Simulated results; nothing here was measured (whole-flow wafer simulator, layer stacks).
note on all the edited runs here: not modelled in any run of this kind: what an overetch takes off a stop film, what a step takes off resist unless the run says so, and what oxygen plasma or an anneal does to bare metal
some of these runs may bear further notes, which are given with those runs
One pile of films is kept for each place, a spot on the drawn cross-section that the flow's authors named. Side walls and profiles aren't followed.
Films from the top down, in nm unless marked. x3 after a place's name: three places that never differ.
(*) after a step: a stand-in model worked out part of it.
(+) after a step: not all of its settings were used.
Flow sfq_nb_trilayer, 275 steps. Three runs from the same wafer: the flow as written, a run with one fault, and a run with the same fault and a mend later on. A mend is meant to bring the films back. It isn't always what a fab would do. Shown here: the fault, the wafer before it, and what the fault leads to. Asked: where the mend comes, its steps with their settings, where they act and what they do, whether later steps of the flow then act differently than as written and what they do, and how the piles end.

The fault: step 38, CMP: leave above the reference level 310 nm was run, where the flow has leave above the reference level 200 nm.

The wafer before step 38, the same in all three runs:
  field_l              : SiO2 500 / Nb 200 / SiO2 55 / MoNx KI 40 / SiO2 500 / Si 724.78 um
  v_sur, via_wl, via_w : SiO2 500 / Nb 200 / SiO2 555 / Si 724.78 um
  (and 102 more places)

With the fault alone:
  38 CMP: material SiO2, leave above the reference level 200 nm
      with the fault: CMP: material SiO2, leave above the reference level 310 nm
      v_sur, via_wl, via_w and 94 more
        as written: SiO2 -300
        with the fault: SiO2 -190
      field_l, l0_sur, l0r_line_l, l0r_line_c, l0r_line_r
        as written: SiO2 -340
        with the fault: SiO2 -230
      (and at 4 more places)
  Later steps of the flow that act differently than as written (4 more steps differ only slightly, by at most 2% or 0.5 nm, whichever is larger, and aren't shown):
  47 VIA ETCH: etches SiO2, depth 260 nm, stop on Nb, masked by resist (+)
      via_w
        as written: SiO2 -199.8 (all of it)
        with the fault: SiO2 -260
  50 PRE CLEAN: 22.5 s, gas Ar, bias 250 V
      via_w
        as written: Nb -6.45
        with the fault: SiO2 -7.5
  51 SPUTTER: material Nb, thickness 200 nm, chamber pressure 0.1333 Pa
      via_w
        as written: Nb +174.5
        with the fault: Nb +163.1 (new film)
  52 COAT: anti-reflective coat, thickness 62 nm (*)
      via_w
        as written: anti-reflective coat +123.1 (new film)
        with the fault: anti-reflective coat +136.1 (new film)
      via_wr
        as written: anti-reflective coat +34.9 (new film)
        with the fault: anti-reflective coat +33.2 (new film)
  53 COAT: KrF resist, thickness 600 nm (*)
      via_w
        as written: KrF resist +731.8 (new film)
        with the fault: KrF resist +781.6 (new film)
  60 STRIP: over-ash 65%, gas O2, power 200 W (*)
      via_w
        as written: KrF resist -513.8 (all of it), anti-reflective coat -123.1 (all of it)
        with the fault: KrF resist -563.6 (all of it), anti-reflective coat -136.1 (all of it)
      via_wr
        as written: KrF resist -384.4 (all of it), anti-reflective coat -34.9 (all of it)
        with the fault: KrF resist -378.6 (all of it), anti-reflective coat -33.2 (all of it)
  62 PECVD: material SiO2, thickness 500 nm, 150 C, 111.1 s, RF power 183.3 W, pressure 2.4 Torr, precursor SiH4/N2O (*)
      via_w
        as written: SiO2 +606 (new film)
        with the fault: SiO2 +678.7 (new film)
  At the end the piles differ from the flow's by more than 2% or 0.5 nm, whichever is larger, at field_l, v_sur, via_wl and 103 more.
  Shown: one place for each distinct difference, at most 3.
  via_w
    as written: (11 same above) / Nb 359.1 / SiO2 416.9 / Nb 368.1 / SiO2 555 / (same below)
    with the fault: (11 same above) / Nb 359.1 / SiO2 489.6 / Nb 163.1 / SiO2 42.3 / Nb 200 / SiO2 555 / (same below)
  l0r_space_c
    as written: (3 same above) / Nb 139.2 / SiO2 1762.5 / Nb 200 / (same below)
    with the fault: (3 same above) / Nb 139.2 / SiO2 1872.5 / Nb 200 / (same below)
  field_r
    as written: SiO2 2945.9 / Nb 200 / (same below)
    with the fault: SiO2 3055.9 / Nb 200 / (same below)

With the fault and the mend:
  The mend comes after step 45.
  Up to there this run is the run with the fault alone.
  45a STRIP: over-ash 65%, gas O2, power 200 W (*)
      field_l, v_sur, via_wl and 102 more
        KrF resist -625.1 (all of it), anti-reflective coat -62 (all of it)
      via_w
        anti-reflective coat -62 (all of it)
  45b CMP: material SiO2, leave above the reference level 200 nm (the flow's step 38 once more)
      field_l, v_sur, via_wl and 103 more
        SiO2 -110
  45c COAT: anti-reflective coat, thickness 62 nm (the flow's step 40 once more)
      field_l, v_sur, via_wl and 103 more
        anti-reflective coat +62 (new film)
  45d COAT: KrF resist, thickness 650 nm (the flow's step 41 once more)
      field_l, v_sur, via_wl and 103 more
        KrF resist +650 (new film)
  45e SOFTBAKE: KrF resist (the flow's step 42 once more)
      changes no film at any place that is followed
  45f EXPOSE: photomask I0, dose 11.91 mJ/cm2, NA 0.6, wavelength 248 nm (*) (the flow's step 43 once more)
      changes no film at any place that is followed
  45g PEB: KrF resist, 90 s (the flow's step 44 once more)
      field_l, v_sur, via_wl and 103 more
        KrF resist -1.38
  45h DEVELOP: KrF resist, thickness 650 nm, 60 s (the flow's step 45 once more)
      field_l, v_sur, via_wl and 102 more
        KrF resist -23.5
      via_w
        KrF resist -648.6 (all of it)
  No later step of the flow acts differently than as written at any place that is followed.
  At the end the piles are the same as the flow's at every place that both follow.
